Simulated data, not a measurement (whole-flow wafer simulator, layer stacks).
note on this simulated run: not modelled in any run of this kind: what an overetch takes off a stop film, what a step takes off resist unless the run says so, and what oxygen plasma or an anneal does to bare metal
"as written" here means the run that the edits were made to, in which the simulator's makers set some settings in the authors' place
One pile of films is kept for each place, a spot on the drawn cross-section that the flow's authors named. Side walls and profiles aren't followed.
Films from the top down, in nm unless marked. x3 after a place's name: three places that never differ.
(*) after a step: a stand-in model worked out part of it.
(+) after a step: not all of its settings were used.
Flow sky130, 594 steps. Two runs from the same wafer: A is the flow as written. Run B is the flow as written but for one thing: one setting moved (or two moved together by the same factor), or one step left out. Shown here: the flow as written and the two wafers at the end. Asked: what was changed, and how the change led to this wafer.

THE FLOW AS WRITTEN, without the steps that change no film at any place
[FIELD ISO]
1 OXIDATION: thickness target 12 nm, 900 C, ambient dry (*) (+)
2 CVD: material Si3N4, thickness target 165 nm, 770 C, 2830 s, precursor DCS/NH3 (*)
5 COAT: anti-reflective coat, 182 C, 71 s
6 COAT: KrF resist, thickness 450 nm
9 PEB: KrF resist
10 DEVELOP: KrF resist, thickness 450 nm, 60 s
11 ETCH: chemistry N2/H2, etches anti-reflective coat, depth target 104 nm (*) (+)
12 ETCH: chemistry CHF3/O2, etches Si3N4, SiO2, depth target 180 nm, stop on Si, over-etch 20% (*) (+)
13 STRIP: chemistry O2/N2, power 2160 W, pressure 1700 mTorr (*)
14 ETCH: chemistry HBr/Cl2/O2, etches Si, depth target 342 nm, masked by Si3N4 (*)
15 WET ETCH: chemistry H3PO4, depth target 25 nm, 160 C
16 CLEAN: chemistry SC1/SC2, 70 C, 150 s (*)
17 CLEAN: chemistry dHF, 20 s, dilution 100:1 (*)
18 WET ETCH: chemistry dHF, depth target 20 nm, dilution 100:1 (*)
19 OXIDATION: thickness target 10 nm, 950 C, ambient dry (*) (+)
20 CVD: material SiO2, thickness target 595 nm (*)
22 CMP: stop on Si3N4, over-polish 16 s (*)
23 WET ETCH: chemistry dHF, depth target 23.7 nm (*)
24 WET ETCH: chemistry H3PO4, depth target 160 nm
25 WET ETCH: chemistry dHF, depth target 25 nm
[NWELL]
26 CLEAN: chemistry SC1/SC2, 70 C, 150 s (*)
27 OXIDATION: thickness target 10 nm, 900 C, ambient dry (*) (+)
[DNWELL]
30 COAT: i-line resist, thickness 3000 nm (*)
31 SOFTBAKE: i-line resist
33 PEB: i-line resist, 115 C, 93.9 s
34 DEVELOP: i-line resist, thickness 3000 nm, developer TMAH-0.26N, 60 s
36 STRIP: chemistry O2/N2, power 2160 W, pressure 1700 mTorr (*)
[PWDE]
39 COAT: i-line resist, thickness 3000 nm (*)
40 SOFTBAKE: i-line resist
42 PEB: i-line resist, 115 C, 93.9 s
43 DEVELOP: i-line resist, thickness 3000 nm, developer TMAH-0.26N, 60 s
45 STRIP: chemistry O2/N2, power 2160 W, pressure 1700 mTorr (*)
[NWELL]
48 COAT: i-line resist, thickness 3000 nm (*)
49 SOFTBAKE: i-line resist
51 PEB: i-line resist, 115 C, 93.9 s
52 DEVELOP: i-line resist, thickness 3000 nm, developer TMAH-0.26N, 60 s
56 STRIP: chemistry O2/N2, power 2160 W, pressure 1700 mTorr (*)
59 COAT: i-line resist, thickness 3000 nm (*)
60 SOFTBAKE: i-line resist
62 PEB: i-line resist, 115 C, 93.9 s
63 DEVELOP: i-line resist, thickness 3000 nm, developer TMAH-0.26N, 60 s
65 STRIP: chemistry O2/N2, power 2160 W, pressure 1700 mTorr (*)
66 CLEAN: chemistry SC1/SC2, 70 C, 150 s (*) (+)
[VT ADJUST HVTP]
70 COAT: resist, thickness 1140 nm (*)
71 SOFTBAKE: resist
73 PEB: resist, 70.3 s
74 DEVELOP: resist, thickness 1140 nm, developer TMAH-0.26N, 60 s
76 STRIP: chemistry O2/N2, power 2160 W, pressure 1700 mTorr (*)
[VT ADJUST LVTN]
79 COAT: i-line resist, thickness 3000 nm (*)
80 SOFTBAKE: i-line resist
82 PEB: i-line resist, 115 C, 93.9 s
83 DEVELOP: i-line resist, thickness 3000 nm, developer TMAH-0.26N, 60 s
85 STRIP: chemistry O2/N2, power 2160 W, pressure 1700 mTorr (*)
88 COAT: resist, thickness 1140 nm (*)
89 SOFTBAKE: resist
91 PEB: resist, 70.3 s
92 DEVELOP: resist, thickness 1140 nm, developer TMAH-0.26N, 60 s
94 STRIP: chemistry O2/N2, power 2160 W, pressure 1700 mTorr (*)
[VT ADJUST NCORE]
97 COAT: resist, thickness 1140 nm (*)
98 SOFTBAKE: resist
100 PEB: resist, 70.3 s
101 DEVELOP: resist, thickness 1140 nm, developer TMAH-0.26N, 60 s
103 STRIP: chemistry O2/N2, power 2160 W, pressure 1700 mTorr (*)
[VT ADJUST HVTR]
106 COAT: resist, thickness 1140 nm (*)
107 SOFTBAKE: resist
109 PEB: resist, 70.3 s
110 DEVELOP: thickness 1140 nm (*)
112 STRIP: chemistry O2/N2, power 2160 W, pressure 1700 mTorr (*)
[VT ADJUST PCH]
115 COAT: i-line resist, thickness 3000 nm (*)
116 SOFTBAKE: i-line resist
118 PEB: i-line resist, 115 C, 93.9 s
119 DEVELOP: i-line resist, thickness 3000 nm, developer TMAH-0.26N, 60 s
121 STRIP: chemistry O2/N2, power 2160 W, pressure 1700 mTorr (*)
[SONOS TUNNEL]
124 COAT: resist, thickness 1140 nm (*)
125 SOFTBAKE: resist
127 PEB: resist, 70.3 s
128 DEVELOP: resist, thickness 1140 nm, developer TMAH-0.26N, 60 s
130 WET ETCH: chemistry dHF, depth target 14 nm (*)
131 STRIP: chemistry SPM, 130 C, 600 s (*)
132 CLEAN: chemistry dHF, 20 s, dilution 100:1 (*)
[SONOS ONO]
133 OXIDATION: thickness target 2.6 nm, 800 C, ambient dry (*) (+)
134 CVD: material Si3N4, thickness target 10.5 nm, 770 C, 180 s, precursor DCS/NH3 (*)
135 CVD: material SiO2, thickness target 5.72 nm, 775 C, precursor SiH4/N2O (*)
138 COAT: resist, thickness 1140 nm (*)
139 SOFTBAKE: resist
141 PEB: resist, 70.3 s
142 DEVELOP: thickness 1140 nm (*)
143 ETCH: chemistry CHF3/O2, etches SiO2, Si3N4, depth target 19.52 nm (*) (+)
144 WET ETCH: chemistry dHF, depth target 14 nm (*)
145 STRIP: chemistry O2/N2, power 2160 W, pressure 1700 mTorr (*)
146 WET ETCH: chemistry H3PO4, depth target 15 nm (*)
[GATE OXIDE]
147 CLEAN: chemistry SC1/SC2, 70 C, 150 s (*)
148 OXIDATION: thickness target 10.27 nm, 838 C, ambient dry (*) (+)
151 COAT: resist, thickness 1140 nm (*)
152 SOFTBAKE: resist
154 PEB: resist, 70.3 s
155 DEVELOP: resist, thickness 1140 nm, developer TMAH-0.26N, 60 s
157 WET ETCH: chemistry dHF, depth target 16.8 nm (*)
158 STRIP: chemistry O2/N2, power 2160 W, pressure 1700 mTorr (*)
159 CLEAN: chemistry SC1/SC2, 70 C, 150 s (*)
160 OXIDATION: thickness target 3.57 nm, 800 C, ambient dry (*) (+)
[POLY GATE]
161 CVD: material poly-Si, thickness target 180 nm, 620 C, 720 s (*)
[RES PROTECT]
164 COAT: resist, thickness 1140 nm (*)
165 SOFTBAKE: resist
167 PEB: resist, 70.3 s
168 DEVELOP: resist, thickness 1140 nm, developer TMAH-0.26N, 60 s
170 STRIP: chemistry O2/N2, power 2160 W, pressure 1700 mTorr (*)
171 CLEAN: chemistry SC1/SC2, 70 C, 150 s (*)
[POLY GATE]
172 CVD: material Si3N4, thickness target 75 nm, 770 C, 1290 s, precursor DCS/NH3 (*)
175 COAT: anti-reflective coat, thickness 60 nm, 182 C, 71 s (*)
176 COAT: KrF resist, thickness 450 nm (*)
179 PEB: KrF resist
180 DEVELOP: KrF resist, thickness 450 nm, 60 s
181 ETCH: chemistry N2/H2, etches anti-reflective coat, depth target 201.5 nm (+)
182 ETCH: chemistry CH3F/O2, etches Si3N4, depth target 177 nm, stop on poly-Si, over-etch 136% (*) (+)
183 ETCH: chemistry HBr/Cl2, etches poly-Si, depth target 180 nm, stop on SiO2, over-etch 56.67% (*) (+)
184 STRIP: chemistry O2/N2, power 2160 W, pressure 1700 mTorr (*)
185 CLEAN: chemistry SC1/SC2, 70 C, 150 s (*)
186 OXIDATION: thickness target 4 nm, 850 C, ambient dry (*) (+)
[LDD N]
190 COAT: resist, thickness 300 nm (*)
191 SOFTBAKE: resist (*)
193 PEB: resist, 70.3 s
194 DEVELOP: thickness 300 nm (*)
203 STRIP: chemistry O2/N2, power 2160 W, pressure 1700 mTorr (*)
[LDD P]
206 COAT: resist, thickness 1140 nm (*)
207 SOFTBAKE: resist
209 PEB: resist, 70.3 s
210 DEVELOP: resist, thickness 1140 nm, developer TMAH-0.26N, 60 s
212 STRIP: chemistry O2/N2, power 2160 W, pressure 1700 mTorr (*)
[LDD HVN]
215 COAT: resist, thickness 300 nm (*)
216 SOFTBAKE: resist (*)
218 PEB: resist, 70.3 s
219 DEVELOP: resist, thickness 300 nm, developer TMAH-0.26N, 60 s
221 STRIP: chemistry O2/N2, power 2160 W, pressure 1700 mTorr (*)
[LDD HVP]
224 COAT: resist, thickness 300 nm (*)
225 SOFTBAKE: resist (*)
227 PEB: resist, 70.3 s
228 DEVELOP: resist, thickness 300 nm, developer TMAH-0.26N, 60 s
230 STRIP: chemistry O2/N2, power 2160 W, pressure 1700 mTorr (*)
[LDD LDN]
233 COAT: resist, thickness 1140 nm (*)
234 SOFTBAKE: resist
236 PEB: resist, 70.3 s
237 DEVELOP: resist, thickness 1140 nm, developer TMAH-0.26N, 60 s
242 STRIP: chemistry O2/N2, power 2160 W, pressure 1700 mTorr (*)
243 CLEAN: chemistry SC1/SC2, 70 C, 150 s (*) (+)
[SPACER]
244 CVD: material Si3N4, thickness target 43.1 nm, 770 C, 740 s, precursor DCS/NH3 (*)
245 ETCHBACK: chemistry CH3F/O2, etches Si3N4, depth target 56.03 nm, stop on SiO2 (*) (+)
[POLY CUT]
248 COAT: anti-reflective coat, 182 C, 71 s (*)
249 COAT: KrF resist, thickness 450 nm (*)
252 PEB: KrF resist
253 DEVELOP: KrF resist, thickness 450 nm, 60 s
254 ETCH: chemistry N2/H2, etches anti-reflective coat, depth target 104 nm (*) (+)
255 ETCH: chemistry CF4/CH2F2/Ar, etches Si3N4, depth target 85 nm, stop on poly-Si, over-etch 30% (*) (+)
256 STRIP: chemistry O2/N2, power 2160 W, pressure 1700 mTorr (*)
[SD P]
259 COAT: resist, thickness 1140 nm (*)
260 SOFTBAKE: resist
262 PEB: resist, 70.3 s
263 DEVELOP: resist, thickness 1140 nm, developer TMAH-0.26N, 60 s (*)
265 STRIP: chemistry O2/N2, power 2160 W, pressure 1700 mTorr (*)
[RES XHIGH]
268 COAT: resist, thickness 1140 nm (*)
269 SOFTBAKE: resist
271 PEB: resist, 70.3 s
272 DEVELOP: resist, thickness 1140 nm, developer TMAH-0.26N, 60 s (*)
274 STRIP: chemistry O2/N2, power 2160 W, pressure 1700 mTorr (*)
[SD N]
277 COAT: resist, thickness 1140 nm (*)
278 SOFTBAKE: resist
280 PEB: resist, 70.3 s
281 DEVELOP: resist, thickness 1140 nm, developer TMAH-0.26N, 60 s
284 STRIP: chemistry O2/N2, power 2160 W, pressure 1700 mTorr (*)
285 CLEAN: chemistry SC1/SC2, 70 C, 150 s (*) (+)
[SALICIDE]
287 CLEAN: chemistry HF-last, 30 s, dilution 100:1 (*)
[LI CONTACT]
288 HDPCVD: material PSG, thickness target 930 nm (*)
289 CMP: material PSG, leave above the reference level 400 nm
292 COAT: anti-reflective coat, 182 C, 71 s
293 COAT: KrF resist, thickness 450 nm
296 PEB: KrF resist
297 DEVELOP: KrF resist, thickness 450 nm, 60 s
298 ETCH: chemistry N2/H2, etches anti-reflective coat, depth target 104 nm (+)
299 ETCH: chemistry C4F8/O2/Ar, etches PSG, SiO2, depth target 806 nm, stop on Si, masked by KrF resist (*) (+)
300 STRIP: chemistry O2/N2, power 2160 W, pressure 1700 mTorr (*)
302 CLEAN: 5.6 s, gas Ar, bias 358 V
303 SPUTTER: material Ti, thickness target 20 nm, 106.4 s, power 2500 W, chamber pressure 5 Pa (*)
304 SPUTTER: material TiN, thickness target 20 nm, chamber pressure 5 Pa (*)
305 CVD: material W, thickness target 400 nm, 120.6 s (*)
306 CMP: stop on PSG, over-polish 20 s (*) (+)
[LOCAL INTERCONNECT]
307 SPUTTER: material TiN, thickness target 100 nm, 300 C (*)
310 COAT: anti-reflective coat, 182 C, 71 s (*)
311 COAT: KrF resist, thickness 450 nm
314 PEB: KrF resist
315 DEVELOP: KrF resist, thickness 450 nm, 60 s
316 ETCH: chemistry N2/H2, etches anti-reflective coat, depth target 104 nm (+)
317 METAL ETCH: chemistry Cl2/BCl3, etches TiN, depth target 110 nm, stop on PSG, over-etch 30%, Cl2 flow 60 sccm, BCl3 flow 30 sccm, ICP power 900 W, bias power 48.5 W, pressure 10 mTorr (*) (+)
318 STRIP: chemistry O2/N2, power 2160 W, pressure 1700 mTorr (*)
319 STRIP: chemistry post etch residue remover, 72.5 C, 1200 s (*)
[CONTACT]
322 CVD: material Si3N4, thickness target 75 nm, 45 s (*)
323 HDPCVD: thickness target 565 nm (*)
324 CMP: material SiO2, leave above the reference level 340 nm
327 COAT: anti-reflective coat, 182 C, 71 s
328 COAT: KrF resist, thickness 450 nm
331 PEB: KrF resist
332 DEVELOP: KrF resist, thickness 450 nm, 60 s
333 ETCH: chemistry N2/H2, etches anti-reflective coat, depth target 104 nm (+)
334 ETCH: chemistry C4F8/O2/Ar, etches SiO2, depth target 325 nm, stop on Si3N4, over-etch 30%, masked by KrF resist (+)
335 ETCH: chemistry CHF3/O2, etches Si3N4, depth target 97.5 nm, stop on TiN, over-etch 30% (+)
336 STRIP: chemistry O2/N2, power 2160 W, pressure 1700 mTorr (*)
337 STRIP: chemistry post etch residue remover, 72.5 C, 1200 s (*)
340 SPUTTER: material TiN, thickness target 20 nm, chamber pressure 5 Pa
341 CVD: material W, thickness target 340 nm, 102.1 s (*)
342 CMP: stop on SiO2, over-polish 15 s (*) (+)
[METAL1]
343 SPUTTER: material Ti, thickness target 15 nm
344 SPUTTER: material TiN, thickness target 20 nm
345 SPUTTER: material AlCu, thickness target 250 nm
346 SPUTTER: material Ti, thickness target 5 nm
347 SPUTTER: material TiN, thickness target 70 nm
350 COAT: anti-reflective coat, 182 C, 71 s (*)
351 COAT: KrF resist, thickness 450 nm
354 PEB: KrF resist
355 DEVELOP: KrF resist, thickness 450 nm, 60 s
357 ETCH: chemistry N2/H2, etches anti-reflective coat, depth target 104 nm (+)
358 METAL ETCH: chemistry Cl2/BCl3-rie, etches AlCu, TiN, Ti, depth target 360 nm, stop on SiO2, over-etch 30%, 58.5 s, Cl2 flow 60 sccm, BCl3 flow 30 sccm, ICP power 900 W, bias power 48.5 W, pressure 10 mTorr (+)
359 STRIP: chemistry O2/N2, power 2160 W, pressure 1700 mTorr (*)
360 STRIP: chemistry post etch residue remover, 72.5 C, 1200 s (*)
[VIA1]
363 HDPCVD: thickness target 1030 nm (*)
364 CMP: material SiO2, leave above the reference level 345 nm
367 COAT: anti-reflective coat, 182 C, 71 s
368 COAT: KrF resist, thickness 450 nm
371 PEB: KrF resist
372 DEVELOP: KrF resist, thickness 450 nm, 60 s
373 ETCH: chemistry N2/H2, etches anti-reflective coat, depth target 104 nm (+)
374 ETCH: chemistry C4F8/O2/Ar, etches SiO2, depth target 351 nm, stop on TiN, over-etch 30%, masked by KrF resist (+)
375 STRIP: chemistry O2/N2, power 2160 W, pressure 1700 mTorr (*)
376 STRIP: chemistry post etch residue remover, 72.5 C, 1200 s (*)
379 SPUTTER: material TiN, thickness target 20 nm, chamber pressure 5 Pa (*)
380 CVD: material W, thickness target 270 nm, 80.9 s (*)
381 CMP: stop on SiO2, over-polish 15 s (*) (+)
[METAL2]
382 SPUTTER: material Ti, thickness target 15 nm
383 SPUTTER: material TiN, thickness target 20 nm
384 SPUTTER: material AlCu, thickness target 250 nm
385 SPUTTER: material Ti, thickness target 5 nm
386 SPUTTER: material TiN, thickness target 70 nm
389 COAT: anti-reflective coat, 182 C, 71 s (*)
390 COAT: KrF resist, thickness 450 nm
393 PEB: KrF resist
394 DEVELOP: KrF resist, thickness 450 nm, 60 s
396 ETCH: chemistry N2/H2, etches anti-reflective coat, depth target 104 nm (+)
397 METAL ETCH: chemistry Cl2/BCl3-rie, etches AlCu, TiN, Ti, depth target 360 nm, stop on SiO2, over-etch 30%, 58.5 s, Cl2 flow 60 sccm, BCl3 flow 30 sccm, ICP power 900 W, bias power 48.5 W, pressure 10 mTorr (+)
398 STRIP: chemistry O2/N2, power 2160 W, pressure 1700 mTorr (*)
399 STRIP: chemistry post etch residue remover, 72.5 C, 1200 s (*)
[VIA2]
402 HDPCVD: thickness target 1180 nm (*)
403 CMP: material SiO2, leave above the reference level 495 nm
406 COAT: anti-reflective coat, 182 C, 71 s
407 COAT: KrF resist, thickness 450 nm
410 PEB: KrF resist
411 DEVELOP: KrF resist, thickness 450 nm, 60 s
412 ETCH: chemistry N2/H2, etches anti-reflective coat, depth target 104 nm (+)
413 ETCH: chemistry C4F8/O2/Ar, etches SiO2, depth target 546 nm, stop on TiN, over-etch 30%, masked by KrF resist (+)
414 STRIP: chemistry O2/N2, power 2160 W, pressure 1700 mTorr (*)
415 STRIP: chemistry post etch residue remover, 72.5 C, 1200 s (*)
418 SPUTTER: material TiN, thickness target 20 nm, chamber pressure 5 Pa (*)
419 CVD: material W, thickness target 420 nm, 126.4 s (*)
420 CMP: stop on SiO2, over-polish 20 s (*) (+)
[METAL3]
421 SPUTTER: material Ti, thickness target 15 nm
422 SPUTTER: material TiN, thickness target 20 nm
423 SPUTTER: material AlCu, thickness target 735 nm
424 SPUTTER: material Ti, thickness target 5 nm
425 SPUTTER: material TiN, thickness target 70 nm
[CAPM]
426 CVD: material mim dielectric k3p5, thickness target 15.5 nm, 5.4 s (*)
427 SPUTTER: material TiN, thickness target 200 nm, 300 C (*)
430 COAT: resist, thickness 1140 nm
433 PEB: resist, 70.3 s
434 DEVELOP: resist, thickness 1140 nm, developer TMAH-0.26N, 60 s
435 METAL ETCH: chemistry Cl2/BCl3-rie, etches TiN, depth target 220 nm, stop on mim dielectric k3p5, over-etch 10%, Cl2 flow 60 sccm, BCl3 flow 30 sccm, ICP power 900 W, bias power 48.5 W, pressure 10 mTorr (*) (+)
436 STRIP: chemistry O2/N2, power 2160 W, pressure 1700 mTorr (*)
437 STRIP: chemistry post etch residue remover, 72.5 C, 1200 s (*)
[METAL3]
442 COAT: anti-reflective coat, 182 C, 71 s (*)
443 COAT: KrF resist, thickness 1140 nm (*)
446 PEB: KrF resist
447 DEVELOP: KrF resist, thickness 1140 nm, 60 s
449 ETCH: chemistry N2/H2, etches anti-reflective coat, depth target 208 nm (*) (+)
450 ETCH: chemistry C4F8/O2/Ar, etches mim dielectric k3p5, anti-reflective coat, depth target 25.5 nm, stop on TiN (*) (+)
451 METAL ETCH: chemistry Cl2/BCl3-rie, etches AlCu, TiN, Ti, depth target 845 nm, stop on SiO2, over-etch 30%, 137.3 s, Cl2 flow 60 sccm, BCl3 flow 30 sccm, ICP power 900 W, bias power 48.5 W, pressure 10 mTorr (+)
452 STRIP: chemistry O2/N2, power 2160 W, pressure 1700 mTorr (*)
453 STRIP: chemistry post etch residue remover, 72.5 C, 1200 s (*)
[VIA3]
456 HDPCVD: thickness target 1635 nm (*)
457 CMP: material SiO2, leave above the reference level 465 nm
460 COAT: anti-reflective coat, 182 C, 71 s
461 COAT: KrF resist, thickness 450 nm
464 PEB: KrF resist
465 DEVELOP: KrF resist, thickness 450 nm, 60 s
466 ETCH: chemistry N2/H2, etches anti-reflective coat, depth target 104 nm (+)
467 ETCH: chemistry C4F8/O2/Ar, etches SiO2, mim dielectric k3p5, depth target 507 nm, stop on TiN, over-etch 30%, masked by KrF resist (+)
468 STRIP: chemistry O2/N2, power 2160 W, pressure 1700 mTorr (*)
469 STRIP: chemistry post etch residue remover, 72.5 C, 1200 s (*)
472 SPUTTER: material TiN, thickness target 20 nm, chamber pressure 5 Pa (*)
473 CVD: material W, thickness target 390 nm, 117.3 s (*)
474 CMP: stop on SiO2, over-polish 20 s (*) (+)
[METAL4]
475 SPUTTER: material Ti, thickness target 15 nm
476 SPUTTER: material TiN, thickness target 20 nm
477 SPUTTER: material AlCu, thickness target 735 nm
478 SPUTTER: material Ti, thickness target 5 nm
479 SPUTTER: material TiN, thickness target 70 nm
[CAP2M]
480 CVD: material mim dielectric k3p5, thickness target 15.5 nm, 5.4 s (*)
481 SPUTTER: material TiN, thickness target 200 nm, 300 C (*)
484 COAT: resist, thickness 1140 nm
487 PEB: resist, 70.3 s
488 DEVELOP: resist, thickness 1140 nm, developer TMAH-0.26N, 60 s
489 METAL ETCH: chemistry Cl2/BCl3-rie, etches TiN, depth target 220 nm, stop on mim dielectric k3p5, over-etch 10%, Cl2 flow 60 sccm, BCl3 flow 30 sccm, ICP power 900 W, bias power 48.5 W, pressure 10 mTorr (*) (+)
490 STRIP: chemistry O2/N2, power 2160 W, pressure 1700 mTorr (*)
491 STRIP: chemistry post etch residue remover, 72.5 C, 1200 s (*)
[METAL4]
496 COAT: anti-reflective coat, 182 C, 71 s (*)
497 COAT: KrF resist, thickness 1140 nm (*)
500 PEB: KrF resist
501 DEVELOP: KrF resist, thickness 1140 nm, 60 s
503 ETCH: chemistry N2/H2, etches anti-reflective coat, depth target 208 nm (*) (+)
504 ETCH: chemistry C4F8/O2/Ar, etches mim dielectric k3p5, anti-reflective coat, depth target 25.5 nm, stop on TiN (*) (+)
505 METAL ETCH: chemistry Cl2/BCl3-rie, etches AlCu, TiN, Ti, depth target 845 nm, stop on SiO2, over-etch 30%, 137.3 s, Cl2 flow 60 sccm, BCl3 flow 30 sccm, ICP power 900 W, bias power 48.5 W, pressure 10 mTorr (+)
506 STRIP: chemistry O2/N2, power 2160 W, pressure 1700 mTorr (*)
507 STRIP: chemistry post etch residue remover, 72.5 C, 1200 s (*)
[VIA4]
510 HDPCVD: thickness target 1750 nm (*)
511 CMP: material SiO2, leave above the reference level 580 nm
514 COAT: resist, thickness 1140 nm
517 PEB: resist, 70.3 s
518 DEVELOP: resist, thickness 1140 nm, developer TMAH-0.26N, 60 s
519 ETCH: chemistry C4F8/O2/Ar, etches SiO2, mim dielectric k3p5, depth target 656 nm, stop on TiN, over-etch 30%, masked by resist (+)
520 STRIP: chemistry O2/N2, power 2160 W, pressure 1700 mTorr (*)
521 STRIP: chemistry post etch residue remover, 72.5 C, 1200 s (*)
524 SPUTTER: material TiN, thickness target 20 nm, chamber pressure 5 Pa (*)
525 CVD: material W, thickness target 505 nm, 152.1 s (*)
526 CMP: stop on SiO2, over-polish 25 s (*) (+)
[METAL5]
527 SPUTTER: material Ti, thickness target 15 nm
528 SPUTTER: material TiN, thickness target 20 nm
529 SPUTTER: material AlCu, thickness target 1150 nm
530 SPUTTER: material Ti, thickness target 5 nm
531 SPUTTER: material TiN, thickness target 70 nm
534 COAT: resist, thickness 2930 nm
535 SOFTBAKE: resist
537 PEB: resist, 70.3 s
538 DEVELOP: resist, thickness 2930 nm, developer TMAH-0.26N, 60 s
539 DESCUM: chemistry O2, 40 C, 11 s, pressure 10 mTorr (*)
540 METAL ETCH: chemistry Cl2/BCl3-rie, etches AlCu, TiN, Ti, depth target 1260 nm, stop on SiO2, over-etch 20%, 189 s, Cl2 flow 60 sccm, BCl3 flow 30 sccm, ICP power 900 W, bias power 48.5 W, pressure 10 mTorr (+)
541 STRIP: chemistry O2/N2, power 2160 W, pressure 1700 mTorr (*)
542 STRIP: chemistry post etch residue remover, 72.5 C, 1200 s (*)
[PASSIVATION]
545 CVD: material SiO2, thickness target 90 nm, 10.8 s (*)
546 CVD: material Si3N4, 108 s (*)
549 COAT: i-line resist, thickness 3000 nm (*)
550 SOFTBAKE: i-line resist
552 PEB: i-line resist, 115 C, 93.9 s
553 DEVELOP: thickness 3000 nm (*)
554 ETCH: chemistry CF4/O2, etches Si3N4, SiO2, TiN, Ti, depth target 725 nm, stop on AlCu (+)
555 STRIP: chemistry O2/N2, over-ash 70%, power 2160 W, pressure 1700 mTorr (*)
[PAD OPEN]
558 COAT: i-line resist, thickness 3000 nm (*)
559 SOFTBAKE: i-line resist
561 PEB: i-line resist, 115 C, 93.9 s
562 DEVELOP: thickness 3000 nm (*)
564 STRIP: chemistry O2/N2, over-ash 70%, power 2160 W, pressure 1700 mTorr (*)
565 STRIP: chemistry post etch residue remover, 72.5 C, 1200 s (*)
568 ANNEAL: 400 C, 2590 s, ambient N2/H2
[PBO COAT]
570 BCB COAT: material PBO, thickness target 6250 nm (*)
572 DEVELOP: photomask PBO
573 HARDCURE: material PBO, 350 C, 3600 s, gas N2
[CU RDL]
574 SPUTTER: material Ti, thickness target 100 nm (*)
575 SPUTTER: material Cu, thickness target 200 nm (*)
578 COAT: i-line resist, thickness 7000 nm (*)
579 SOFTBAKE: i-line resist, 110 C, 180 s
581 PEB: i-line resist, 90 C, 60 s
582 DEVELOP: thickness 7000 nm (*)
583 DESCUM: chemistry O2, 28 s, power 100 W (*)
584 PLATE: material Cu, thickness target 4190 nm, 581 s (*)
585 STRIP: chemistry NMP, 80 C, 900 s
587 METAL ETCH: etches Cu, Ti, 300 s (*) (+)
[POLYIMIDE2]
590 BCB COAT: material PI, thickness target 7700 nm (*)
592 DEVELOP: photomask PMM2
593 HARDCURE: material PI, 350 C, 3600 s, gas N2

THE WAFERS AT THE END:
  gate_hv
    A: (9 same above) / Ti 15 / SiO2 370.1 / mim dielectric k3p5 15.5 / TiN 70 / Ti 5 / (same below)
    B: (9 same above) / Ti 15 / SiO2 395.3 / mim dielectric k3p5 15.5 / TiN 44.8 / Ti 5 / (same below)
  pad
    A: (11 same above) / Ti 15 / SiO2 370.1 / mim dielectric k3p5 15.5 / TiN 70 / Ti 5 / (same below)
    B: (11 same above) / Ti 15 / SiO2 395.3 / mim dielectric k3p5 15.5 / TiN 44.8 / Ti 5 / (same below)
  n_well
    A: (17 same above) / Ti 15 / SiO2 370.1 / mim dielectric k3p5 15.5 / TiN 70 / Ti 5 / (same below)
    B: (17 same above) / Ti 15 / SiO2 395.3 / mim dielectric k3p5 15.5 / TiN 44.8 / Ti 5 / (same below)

The cause: step 425, SPUTTER: thickness target 44.8 nm was run, where the flow has thickness target 70 nm.
It can be read off the wafer: gate_hv has TiN 44.8, and step 425 as written asks for 70 nm.

How the change led to this, step by step:
  425 SPUTTER: material TiN, thickness target 70 nm
      field, active, n_well and 188 more: A TiN +70 (new film) | B TiN +44.8 (new film)
  451 METAL ETCH: chemistry Cl2/BCl3-rie, etches AlCu, TiN, Ti, depth target 845 nm, stop on SiO2, over-etch 30%, 137.3 s, Cl2 flow 60 sccm, BCl3 flow 30 sccm, ICP power 900 W, bias power 48.5 W, pressure 10 mTorr (+)
      field, gate, spacer and 68 more: A TiN -70 (all of it), Ti -5 (all of it), AlCu -735 (all of it), TiN -20 (all of it), Ti -15 (all of it), SiO2 -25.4 | B TiN -44.8 (all of it), Ti -5 (all of it), AlCu -735 (all of it), TiN -20 (all of it), Ti -15 (all of it), SiO2 -27.9
      active, vpp_ln, vpp_iso2 and 11 more: A TiN -70 (all of it), Ti -5 (all of it), AlCu -735 (all of it), TiN -20 (all of it), Ti -15 (all of it), SiO2 -25.3 | B TiN -44.8 (all of it), Ti -5 (all of it), AlCu -735 (all of it), TiN -20 (all of it), Ti -15 (all of it), SiO2 -27.9
  457 CMP: material SiO2, leave above the reference level 465 nm
      m1, via2_hole: A SiO2 -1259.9 | B SiO2 -1234.7
  467 ETCH: chemistry C4F8/O2/Ar, etches SiO2, mim dielectric k3p5, depth target 507 nm, stop on TiN, over-etch 30%, masked by KrF resist (+)
      m1: A SiO2 -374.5 (all of it), mim dielectric k3p5 -15.5 (all of it) | B SiO2 -399.7 (all of it), mim dielectric k3p5 -15.5 (all of it)
      via3_hole: A SiO2 -373.9 (all of it), mim dielectric k3p5 -15.5 (all of it) | B SiO2 -399.1 (all of it), mim dielectric k3p5 -15.5 (all of it)
  473 CVD: material W, thickness target 390 nm, 117.3 s (*)
      m1: A W +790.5 (new film) | B W +816 (new film)
      via3_hole: A W +789.9 (new film) | B W +815.4 (new film)
